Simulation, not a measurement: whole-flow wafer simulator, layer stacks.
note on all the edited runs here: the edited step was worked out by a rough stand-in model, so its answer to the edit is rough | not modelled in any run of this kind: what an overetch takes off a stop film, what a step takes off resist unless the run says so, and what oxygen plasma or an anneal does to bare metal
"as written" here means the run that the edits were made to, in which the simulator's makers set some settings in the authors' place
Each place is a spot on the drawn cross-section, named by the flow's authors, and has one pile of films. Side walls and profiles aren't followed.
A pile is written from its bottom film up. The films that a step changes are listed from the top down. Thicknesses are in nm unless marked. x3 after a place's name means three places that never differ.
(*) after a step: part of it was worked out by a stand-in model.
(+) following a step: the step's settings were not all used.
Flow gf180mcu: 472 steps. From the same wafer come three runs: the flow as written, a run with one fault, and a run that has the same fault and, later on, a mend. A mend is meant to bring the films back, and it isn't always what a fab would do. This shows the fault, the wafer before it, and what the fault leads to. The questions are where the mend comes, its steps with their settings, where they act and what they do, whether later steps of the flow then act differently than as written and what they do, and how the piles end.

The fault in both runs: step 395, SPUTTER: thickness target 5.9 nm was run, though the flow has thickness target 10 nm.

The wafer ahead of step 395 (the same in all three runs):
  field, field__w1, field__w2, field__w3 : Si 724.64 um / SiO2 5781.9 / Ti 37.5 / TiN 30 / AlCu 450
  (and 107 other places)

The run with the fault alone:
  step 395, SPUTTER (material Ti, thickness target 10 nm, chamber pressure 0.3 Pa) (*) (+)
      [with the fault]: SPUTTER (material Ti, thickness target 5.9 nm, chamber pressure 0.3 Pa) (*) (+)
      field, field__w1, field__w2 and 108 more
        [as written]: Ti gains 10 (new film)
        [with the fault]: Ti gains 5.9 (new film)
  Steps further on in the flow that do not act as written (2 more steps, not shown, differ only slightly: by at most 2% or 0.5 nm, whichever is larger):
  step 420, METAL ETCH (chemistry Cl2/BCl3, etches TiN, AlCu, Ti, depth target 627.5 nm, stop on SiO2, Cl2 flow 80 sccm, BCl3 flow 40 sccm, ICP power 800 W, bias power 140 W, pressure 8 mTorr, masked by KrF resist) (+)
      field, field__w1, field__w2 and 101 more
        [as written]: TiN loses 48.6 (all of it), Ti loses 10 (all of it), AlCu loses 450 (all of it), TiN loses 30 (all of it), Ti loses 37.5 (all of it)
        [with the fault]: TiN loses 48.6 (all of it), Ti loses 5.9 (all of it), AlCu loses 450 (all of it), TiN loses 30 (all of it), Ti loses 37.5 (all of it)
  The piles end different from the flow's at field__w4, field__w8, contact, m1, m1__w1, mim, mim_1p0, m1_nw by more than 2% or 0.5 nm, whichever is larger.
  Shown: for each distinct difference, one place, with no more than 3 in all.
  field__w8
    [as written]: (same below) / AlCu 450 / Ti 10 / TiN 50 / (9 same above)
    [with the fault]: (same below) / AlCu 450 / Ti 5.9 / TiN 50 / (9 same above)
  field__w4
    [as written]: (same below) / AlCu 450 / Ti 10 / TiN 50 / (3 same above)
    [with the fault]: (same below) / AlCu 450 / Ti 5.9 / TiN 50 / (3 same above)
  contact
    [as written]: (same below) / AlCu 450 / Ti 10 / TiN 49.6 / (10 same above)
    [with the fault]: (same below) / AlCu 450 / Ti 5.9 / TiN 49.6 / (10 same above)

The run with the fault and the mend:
  After step 395 comes the mend.
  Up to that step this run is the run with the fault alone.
  step 395a, SPUTTER (material Ti, thickness target 4.1 nm, chamber pressure 0.3 Pa) (*) (+) (the flow's step 395 again, with other settings)
      field, field__w1, field__w2 and 108 more
        Ti gains 4.1
  None of the later steps of the flow acts differently than as written at any place that is followed.
  At every place that both follow, the piles at the end match the flow's.
